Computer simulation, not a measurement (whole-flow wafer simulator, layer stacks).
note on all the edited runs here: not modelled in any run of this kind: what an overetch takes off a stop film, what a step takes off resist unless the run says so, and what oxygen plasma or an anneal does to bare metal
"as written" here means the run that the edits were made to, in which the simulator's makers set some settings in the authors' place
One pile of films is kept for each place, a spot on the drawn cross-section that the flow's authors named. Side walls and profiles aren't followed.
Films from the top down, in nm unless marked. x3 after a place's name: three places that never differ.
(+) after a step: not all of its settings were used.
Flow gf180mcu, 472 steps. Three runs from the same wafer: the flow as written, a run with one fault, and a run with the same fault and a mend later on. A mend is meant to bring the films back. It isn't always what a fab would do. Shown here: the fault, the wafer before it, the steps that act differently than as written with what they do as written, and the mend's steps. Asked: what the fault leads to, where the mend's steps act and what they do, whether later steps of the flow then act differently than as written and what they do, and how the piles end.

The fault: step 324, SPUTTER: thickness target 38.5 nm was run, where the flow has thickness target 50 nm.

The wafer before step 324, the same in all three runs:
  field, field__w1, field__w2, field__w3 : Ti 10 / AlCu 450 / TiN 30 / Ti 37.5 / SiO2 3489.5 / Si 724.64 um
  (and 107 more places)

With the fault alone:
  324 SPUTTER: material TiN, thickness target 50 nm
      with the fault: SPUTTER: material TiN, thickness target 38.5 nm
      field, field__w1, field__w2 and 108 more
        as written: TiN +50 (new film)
        with the fault: TiN +38.5 (new film)
  Later steps of the flow that act differently than as written (5 more steps differ only slightly, by at most 2% or 0.5 nm, whichever is larger, and aren't shown):
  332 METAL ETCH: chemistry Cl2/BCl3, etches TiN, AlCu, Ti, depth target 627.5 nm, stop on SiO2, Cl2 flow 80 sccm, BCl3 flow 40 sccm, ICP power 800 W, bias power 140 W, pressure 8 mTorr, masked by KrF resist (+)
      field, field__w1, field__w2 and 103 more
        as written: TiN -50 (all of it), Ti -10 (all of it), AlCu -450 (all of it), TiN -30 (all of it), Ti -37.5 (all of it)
        with the fault: TiN -38.5 (all of it), Ti -10 (all of it), AlCu -450 (all of it), TiN -30 (all of it), Ti -37.5 (all of it)
  At the end the piles differ from the flow's by more than 2% or 0.5 nm, whichever is larger, at field__w8, contact, m1, m1__w1, m1_nw.
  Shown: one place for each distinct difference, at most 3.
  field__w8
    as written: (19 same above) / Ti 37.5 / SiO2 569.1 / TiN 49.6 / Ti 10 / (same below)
    with the fault: (19 same above) / Ti 37.5 / SiO2 580.6 / TiN 38.1 / Ti 10 / (same below)
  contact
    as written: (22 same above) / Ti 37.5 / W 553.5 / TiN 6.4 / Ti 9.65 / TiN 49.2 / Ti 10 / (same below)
    with the fault: (22 same above) / Ti 37.5 / W 565.1 / TiN 6.36 / Ti 9.59 / TiN 37.7 / Ti 10 / (same below)

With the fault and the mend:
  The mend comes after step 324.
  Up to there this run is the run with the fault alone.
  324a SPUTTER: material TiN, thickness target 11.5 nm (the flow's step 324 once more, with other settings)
      field, field__w1, field__w2 and 108 more
        TiN +11.5
  No later step of the flow acts differently than as written at any place that is followed.
  At the end the piles are the same as the flow's at every place that both follow.
